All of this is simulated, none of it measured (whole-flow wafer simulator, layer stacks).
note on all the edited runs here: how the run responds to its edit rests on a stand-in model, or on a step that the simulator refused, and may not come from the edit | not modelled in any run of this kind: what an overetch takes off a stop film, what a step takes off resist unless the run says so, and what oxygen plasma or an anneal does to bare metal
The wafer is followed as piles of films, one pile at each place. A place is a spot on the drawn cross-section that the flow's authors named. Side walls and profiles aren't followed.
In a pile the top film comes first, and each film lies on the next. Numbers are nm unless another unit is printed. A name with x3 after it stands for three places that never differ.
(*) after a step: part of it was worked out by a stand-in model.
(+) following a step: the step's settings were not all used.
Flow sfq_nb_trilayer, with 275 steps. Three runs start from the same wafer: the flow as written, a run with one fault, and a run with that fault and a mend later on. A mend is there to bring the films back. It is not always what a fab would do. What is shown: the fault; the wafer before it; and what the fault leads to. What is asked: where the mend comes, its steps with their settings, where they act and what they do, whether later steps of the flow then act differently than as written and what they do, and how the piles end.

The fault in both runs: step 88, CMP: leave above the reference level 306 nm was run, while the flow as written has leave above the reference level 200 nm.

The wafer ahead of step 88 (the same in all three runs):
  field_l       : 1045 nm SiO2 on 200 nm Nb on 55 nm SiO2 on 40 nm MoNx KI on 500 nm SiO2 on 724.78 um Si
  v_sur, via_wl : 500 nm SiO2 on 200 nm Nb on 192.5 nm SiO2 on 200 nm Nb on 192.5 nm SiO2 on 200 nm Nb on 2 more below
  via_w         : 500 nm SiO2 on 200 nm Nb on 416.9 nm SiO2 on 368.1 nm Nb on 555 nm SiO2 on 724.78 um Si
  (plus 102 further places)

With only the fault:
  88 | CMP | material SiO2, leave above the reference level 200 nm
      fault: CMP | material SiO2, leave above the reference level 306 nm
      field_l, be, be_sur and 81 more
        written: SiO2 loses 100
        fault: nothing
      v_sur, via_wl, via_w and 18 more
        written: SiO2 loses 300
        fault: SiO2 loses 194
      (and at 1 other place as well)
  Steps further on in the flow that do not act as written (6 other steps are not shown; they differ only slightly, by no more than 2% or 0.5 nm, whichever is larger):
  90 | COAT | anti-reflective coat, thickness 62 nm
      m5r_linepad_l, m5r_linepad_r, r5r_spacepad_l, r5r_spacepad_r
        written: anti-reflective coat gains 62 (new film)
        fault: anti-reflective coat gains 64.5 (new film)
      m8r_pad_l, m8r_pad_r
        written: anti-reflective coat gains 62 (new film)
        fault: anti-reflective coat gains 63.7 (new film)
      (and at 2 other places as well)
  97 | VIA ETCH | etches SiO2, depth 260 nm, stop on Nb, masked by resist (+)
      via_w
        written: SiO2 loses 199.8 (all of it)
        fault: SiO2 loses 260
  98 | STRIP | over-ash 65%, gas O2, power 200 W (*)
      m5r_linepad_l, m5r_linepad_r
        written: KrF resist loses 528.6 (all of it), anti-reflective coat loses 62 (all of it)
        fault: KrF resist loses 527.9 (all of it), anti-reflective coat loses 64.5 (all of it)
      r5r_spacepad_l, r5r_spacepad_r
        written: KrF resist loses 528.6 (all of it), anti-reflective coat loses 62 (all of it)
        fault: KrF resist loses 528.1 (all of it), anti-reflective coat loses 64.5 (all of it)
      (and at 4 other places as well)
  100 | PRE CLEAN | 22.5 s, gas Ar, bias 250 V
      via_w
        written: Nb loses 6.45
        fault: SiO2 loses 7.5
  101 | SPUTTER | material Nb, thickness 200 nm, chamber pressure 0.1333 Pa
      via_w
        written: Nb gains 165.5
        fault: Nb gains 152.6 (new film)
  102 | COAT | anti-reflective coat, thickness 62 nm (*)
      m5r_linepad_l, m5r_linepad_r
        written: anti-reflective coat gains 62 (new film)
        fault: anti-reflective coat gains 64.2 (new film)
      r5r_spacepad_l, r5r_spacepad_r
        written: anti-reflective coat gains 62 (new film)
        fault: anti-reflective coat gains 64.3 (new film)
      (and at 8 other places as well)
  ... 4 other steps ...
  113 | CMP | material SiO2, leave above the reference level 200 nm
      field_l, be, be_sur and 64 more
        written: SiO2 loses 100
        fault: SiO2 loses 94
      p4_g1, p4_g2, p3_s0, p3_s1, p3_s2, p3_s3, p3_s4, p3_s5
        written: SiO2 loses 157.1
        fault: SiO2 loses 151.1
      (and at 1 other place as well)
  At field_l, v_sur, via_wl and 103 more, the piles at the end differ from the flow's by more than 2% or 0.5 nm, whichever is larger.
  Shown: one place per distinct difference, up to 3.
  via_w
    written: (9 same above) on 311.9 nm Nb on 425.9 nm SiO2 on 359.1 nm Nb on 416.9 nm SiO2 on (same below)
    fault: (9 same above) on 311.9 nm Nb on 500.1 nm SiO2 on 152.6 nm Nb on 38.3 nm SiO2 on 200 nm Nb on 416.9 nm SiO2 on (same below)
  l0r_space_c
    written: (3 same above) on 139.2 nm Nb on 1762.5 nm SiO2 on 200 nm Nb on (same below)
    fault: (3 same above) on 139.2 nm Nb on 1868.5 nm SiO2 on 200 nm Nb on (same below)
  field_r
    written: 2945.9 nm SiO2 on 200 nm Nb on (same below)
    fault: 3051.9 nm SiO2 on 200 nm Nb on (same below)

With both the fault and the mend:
  The mend stands after step 95.
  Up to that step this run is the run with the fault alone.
  95a | STRIP | over-ash 65%, gas O2, power 200 W (*)
      res, r_end, moat and 6 more
        KrF resist loses 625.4 (all of it), anti-reflective coat loses 62 (all of it)
      p3_s2, p3_l3, p3_s3, p3_l4, p3_s4, p3_l5, p3_s5
        KrF resist loses 625.3 (all of it), anti-reflective coat loses 62.1 (all of it)
      ce_l, c5j, ce_r, sp_r, p3_s1, l0r_line_r
        KrF resist loses 625.5 (all of it), anti-reflective coat loses 62.1 (all of it)
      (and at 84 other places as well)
  95b | CMP | material SiO2, leave above the reference level 200 nm (the flow's step 88, run once more)
      field_l, be, be_sur and 81 more
        SiO2 loses 100
      v_sur, via_wl, via_w and 19 more
        SiO2 loses 106
  95c | COAT | anti-reflective coat, thickness 62 nm (the flow's step 90, run once more)
      field_l, v_sur, via_wl and 103 more
        anti-reflective coat gains 62 (new film)
  95d | COAT | KrF resist, thickness 650 nm (the flow's step 91, run once more)
      field_l, v_sur, via_wl and 103 more
        KrF resist gains 650 (new film)
  95e | SOFTBAKE | KrF resist (the flow's step 92, run once more)
      does not change any film at any place that is followed
  95f | EXPOSE | photomask I2, dose 11.91 mJ/cm2, NA 0.6, wavelength 248 nm (*) (the flow's step 93, run once more)
      does not change any film at any place that is followed
  95g | PEB | KrF resist, 90 s (the flow's step 94, run once more)
      field_l, v_sur, via_wl and 103 more
        KrF resist loses 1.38
  95h | DEVELOP | KrF resist, thickness 650 nm, 60 s (the flow's step 95, run once more)
      field_l, v_sur, via_wl and 102 more
        KrF resist loses 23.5
      via_w
        KrF resist loses 648.6 (all of it)
  Every later step of the flow that is run acts as written at every place that is followed.
  At every place that both follow, the piles at the end match the flow's.
